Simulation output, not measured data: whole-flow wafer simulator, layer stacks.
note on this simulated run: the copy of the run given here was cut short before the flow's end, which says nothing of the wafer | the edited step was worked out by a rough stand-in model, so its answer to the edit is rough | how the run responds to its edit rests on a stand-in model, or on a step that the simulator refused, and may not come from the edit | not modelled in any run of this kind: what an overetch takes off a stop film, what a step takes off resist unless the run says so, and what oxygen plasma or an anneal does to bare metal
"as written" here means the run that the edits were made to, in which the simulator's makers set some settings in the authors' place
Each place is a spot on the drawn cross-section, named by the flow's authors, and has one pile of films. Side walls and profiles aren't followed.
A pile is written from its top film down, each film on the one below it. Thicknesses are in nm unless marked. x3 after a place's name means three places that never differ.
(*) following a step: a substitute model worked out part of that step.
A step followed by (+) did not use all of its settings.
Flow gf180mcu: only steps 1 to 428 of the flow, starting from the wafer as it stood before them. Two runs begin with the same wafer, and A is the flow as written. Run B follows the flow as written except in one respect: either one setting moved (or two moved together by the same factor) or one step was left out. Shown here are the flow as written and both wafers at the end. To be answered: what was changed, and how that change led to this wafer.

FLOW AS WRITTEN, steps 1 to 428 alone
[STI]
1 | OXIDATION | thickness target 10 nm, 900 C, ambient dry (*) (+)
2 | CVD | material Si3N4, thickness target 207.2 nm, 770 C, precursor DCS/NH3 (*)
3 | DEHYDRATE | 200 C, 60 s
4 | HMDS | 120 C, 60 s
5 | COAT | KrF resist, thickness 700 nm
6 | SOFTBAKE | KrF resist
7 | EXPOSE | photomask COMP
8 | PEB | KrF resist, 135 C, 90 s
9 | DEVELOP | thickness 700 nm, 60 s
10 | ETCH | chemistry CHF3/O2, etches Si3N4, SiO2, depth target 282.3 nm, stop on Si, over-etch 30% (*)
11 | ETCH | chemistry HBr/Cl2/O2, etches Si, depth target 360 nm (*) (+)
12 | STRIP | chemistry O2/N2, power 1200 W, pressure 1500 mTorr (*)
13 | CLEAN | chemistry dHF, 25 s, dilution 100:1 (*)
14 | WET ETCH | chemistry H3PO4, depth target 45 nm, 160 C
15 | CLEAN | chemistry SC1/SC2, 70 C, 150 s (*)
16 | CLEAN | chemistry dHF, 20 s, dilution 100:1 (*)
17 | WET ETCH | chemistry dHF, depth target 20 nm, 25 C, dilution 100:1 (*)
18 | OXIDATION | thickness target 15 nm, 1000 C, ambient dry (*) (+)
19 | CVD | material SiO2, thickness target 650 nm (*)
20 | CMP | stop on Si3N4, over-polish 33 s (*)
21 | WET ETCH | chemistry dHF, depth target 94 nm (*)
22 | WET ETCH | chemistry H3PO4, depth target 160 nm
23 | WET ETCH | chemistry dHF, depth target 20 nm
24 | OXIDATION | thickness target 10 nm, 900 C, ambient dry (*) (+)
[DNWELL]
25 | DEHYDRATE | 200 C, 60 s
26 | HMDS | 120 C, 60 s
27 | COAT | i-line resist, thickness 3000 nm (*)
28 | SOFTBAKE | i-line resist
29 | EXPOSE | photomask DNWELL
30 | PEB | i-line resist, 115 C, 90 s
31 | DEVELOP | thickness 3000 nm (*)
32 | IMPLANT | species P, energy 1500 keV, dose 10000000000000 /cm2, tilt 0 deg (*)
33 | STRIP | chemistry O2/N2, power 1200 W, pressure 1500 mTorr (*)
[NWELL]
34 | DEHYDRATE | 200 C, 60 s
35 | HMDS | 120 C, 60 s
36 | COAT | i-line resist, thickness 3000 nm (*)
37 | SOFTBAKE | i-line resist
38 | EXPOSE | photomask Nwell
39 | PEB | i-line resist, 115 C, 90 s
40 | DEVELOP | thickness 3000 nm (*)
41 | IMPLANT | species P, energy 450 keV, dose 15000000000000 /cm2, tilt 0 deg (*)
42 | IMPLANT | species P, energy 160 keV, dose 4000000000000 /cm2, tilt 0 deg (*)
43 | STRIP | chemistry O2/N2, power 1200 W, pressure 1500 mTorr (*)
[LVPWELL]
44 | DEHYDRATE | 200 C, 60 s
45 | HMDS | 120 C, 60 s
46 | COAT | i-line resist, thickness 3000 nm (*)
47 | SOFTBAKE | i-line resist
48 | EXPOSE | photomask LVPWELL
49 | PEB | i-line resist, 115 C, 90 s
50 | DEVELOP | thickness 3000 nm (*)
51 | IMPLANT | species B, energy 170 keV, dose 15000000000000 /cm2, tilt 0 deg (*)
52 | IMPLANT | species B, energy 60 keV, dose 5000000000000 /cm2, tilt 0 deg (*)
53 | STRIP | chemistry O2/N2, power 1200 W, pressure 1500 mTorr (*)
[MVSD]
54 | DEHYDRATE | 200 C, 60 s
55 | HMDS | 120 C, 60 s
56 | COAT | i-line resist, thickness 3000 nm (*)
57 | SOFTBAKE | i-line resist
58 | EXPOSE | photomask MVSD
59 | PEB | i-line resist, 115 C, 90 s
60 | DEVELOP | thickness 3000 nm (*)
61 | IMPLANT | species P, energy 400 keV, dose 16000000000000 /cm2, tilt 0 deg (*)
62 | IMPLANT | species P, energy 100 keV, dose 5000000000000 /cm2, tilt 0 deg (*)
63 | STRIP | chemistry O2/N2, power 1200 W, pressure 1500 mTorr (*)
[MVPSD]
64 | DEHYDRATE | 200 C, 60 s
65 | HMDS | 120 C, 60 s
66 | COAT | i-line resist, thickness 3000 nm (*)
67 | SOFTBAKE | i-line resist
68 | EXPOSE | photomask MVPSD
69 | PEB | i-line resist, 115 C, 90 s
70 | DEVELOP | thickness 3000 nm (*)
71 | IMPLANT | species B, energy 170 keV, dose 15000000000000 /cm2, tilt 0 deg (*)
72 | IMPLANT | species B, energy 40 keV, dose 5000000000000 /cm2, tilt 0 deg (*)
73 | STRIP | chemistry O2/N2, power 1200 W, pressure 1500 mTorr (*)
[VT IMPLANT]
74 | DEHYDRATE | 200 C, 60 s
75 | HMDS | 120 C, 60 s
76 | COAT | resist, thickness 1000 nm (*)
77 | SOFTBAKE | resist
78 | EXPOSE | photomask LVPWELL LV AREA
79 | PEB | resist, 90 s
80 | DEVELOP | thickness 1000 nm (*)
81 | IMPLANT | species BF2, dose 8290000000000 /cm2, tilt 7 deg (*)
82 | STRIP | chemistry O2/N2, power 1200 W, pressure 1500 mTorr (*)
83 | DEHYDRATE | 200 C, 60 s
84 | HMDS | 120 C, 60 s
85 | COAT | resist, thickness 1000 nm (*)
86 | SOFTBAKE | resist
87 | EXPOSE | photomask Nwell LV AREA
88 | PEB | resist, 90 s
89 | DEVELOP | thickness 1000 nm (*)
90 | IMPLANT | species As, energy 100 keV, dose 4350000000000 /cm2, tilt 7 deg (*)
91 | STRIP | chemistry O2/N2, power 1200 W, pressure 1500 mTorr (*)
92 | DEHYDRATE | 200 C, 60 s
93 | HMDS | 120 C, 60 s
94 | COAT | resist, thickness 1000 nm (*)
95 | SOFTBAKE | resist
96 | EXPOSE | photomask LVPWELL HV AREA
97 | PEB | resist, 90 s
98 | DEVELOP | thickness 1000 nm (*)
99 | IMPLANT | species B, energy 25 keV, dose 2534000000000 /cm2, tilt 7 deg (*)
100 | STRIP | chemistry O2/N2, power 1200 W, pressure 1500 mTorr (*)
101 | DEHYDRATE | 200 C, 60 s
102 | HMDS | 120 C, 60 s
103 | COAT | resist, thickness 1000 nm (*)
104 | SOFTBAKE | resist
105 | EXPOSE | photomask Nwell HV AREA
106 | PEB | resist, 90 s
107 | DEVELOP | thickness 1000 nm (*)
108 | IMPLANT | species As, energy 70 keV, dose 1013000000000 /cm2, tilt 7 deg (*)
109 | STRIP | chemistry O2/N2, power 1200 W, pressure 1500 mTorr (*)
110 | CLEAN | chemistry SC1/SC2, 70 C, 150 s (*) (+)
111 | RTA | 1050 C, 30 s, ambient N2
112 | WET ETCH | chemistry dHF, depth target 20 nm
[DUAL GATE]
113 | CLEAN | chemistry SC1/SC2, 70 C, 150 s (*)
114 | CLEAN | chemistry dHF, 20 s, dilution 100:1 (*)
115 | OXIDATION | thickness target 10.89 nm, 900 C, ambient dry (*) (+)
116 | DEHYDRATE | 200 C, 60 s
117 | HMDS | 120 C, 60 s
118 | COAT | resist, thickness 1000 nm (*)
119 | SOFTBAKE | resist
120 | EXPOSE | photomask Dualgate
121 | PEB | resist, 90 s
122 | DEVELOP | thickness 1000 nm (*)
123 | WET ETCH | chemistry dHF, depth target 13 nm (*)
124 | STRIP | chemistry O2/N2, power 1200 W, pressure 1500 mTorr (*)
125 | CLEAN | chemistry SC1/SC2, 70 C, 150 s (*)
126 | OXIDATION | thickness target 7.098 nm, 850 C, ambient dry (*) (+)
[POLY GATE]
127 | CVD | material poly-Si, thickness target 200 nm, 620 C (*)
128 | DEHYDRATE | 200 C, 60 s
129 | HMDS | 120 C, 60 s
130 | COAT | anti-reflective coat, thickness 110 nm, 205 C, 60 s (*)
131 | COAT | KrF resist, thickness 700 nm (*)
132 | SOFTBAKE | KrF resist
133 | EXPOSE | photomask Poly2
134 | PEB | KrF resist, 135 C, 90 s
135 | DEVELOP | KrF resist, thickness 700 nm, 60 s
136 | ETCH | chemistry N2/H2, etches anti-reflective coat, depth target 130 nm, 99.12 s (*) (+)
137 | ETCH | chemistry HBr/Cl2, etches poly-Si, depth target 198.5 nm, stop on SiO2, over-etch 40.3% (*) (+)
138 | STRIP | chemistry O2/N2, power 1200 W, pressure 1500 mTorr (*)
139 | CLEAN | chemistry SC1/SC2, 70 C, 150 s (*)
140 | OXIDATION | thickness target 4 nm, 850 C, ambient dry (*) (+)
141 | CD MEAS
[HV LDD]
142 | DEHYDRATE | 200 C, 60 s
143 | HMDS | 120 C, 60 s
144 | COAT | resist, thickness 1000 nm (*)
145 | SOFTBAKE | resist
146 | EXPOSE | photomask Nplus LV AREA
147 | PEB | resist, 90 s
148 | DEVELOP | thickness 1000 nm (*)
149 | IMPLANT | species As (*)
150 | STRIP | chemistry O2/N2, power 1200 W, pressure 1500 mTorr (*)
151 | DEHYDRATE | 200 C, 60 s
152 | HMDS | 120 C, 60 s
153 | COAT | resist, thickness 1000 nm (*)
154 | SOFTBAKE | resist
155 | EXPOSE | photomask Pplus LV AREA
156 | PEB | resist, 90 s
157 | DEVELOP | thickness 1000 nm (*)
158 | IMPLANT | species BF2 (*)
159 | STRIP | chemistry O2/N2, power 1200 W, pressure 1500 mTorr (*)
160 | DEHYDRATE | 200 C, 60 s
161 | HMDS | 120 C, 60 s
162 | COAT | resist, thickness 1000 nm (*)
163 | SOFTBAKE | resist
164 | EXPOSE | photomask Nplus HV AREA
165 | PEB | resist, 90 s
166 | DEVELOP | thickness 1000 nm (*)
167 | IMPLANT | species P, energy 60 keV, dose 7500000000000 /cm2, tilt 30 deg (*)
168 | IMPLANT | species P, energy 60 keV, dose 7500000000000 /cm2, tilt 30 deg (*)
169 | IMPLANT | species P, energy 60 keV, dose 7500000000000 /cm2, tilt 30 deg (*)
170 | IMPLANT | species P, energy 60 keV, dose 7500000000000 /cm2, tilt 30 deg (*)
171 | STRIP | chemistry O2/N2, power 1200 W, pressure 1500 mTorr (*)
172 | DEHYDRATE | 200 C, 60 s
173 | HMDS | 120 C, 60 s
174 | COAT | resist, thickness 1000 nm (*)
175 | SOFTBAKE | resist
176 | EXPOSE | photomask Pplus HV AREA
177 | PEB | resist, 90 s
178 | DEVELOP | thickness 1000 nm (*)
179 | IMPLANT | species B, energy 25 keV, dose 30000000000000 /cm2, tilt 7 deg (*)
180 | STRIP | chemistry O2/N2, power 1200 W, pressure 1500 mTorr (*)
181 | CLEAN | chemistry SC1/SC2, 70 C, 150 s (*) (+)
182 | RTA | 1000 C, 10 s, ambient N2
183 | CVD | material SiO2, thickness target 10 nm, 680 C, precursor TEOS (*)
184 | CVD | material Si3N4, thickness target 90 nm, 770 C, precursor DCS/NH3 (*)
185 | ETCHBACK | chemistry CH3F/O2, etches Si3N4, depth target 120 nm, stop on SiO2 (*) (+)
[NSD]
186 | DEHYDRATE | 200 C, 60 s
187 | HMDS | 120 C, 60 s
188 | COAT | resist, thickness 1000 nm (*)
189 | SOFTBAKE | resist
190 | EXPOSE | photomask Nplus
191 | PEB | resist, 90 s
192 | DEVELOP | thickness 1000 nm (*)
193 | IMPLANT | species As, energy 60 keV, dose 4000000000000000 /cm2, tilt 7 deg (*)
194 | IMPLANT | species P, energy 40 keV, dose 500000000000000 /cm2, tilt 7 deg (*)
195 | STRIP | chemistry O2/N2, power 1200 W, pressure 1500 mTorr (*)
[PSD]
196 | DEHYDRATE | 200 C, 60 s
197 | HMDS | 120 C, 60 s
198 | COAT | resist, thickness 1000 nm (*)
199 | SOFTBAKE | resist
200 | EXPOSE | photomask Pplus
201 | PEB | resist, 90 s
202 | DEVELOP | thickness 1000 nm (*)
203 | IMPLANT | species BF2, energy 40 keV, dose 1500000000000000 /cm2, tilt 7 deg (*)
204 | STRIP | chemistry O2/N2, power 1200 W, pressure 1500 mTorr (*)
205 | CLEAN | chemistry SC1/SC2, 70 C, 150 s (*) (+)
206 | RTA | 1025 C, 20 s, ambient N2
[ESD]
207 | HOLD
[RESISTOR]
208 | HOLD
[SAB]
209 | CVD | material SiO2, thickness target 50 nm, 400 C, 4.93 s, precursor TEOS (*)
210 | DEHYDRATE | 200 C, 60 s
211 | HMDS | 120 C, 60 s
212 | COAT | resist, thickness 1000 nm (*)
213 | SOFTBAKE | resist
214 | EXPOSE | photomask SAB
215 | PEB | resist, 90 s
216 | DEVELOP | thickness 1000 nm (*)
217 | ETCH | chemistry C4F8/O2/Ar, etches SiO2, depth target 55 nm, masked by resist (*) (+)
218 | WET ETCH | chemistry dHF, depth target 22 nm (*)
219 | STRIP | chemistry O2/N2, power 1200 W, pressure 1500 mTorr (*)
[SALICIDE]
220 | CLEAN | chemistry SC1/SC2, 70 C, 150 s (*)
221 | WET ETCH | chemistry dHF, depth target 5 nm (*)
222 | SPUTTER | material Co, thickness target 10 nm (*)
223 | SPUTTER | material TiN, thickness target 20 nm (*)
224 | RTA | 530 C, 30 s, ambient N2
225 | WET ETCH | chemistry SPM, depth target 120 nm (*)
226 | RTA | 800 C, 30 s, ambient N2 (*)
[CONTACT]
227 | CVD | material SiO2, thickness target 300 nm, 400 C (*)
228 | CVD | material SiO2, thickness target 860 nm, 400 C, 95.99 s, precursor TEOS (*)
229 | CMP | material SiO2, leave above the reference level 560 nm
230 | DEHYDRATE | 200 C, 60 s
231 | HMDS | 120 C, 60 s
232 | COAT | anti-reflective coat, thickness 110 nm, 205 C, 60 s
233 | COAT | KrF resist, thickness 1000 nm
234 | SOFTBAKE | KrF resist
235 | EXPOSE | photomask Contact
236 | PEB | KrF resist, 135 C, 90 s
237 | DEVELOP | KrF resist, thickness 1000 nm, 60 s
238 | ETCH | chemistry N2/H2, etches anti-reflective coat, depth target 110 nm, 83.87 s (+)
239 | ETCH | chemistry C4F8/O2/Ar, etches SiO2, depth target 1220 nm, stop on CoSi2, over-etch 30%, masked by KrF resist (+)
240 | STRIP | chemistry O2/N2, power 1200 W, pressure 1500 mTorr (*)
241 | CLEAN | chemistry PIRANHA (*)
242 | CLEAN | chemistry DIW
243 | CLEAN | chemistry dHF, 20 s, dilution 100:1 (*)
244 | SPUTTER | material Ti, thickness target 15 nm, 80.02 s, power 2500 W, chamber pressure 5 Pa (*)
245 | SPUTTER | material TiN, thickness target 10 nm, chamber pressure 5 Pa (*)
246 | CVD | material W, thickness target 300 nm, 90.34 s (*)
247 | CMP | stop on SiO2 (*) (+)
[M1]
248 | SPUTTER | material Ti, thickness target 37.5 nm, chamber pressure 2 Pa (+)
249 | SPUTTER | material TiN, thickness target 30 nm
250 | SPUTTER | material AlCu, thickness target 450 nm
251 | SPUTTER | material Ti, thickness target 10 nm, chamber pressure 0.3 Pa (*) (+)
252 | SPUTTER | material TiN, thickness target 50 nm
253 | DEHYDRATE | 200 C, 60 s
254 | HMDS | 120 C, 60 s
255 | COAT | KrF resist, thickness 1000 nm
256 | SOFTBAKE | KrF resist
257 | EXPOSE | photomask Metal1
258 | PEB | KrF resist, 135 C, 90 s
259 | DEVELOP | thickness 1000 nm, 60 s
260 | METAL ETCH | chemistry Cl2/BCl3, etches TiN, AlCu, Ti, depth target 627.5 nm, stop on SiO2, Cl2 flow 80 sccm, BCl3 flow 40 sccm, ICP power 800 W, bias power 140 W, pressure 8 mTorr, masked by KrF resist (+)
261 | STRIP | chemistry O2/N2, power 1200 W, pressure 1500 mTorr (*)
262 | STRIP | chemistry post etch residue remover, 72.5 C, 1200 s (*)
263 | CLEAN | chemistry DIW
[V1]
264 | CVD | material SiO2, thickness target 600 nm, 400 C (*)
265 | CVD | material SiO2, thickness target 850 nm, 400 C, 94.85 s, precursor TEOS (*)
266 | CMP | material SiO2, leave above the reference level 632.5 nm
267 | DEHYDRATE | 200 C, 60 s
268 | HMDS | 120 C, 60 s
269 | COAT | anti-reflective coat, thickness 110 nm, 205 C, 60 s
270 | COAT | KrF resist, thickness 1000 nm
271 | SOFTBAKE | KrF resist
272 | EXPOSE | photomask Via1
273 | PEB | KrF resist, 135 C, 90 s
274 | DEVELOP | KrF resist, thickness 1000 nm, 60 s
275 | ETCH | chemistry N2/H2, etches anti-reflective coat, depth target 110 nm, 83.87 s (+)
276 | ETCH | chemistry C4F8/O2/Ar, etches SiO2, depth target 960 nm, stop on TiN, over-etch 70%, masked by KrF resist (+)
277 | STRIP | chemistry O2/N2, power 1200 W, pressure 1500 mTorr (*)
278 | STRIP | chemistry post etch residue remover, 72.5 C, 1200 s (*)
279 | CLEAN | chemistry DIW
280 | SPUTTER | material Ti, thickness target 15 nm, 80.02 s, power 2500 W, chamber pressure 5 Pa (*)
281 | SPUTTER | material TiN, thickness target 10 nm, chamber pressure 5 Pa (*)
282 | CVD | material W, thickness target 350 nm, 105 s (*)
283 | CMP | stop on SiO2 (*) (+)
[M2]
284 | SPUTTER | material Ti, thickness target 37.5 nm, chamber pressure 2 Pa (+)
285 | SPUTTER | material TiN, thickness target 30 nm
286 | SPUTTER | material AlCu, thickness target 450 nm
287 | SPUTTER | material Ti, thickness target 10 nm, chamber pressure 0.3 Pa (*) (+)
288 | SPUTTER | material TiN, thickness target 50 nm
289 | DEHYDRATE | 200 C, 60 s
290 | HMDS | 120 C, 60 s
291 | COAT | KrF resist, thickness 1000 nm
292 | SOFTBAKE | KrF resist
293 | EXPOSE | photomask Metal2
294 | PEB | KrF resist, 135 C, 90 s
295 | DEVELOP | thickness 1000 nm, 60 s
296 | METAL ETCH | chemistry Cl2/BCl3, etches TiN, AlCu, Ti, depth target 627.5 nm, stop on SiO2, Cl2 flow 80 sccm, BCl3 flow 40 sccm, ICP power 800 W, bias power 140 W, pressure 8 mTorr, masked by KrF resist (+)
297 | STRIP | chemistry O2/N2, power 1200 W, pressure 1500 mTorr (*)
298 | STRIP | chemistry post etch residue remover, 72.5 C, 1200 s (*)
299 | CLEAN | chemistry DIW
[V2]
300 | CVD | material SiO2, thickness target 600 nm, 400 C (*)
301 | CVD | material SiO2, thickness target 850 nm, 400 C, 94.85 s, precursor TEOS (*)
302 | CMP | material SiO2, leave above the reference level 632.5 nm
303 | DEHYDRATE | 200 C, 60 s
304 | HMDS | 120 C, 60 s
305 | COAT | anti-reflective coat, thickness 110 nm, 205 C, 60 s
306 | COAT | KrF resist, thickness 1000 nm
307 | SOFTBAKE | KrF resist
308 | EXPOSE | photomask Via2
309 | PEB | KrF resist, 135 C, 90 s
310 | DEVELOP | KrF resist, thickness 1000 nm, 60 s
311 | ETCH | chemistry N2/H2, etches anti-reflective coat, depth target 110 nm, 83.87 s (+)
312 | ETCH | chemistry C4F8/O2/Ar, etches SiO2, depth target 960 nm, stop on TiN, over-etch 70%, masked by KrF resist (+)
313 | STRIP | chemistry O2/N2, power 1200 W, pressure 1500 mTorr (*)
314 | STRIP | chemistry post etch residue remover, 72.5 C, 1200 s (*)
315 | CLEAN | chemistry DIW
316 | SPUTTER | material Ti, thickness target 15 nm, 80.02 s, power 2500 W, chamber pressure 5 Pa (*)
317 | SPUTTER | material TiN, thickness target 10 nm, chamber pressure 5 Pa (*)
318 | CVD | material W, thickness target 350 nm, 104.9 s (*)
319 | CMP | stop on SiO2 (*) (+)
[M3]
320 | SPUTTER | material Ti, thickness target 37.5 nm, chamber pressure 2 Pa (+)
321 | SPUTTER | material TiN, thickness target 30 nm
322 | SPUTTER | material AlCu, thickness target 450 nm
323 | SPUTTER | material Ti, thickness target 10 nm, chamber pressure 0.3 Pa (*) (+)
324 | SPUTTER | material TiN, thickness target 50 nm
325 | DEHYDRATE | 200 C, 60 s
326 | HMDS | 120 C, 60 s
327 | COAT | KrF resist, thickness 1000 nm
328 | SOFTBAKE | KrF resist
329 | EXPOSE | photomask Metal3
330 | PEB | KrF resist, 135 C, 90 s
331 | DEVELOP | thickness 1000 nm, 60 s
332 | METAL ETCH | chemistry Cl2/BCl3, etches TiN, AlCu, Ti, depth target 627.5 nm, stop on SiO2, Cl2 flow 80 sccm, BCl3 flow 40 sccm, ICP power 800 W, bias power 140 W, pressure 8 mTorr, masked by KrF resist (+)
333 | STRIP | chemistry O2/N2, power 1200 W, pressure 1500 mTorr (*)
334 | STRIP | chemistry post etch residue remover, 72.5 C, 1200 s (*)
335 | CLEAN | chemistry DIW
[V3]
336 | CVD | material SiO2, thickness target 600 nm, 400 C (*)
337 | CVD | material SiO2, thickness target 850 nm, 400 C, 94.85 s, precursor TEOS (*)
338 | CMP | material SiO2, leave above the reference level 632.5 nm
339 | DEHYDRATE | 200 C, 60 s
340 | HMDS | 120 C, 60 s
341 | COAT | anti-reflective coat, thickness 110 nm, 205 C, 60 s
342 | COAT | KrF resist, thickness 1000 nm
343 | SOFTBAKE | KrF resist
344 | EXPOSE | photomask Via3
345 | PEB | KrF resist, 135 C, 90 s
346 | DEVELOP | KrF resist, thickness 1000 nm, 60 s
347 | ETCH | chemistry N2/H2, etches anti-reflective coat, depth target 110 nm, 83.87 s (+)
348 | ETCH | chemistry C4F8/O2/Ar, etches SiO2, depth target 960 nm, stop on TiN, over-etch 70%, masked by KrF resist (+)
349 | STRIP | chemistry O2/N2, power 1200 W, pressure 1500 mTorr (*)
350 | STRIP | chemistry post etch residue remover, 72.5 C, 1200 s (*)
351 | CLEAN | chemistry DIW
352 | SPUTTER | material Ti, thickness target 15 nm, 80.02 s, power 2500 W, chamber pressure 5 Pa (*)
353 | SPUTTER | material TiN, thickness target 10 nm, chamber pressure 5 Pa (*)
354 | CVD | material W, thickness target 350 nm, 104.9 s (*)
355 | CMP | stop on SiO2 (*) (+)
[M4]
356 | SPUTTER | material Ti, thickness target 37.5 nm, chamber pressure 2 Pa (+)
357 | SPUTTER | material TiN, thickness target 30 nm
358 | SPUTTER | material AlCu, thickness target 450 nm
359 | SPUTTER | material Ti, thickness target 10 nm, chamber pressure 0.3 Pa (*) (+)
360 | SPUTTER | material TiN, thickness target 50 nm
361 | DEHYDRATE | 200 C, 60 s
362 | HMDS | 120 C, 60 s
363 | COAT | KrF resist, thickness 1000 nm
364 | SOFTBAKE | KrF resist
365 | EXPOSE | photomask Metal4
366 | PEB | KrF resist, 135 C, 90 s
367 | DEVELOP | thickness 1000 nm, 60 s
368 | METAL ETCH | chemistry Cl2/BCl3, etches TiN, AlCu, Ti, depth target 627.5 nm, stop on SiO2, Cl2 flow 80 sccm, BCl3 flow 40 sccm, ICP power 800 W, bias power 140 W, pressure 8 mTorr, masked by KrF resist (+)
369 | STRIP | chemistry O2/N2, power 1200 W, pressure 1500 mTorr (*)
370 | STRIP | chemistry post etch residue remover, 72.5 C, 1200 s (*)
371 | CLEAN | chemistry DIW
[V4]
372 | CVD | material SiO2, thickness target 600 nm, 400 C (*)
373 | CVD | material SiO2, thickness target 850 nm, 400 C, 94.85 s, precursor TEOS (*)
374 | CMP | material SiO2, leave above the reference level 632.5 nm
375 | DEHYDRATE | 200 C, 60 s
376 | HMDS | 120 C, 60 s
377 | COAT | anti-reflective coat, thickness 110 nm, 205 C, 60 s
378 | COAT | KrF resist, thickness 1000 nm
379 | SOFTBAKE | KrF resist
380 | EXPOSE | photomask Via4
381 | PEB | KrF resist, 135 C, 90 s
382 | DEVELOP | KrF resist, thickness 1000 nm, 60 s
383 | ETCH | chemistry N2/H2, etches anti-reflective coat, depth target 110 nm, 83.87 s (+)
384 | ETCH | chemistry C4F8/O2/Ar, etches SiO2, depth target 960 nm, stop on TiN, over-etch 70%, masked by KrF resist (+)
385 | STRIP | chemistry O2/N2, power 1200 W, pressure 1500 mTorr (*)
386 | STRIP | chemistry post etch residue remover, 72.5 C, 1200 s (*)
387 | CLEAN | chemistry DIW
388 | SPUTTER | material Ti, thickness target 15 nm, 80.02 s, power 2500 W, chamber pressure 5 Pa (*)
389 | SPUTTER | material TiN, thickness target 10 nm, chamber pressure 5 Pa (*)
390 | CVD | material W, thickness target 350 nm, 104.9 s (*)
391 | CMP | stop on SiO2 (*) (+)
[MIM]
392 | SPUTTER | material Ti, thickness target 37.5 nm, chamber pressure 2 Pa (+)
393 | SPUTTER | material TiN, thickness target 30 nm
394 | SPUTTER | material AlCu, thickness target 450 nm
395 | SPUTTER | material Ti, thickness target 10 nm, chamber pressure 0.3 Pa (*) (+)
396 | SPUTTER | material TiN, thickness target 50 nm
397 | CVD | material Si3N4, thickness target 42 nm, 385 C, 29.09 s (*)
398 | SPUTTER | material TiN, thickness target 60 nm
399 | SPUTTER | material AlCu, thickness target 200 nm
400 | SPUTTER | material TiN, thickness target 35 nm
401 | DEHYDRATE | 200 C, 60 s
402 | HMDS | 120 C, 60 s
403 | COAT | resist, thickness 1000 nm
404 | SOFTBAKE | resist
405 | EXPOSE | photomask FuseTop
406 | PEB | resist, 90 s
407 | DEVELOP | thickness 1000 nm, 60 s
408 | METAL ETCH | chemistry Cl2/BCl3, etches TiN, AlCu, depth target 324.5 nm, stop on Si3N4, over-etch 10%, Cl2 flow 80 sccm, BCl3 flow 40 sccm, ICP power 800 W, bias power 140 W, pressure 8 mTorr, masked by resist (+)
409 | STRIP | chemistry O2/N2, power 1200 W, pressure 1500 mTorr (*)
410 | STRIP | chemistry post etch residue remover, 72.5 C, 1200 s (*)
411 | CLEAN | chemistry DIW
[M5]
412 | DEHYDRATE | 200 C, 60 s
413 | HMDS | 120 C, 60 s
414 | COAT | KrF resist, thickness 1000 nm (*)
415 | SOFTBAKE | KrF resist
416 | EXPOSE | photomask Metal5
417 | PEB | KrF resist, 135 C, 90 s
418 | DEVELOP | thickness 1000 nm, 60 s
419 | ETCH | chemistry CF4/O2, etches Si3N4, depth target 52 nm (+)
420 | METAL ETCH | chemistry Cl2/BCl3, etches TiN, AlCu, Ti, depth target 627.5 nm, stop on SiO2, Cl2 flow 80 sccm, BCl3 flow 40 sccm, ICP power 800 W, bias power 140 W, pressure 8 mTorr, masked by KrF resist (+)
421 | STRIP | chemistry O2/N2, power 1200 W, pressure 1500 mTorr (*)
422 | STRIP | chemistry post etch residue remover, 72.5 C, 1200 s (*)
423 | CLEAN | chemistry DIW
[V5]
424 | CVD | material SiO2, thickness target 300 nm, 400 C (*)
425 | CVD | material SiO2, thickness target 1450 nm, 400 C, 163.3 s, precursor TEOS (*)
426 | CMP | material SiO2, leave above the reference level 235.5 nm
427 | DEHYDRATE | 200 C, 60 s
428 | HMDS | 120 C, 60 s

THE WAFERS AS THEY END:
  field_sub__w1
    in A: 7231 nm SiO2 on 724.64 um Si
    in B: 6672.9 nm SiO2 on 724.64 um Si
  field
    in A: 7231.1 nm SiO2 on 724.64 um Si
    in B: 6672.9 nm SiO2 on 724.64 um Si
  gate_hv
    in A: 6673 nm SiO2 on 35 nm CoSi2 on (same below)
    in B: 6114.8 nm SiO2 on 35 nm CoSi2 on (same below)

Cause: step 425, CVD: 65.31 s was run, whereas the flow has 163.3 s.

How this came from the change, step by step:
  425 | CVD | material SiO2, thickness target 1450 nm, 400 C, 163.3 s, precursor TEOS (*)
      field, field__w1, field__w4 and 100 more: A SiO2 gains 1450 | B SiO2 gains 591
      field__w2, field__w3, field__w12 and 6 more: A SiO2 gains 1421.8 | B SiO2 gains 580.1
  426 | CMP | material SiO2, leave above the reference level 235.5 nm
      field, field__w1, field__w5 and 92 more: A SiO2 loses 300.8 | B nothing
      field__w2, field__w3, field__w12 and 6 more: A SiO2 loses 272.7 | B nothing
      (as well as at 8 more places)
